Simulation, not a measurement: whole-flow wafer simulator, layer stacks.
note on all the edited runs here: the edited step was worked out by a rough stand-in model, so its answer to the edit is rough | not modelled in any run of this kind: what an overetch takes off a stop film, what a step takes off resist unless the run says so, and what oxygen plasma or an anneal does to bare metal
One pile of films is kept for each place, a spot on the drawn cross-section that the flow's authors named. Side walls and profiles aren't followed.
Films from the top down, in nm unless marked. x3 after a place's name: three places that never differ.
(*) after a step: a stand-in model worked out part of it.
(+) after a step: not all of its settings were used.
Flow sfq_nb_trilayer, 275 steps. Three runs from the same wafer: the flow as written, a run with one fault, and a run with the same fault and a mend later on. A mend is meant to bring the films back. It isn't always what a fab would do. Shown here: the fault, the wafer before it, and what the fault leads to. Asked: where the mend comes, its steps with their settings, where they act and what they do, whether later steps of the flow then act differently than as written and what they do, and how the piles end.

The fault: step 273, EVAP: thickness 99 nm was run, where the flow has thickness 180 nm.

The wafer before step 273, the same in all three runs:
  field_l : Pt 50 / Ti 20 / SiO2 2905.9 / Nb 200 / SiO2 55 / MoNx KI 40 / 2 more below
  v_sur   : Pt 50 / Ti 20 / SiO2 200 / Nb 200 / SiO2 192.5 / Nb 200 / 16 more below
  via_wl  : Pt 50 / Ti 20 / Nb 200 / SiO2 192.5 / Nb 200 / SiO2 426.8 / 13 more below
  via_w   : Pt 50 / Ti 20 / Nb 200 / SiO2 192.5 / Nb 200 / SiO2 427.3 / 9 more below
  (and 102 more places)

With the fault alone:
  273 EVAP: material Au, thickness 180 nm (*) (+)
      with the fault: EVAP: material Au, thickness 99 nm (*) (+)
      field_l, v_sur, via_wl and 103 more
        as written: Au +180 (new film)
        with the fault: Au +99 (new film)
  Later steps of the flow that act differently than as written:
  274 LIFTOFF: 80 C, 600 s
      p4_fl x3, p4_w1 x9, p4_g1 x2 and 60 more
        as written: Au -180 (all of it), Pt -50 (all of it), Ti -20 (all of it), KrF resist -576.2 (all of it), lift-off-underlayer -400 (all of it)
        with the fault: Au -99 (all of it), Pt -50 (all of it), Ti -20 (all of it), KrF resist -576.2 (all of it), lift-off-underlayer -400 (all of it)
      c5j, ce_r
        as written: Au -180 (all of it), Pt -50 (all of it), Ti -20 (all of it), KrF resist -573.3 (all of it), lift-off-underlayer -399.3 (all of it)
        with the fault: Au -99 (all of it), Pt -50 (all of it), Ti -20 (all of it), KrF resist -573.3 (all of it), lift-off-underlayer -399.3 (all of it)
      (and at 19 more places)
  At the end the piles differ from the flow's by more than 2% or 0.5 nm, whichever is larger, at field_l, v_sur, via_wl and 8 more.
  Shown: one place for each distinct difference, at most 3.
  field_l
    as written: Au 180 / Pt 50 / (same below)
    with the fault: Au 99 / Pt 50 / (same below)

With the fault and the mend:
  The mend comes after step 273.
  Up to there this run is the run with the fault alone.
  273a EVAP: material Au, thickness 81 nm (*) (+) (the flow's step 273 once more, with other settings)
      field_l, v_sur, via_wl and 103 more
        Au +81
  No later step of the flow acts differently than as written at any place that is followed.
  At the end the piles are the same as the flow's at every place that both follow.
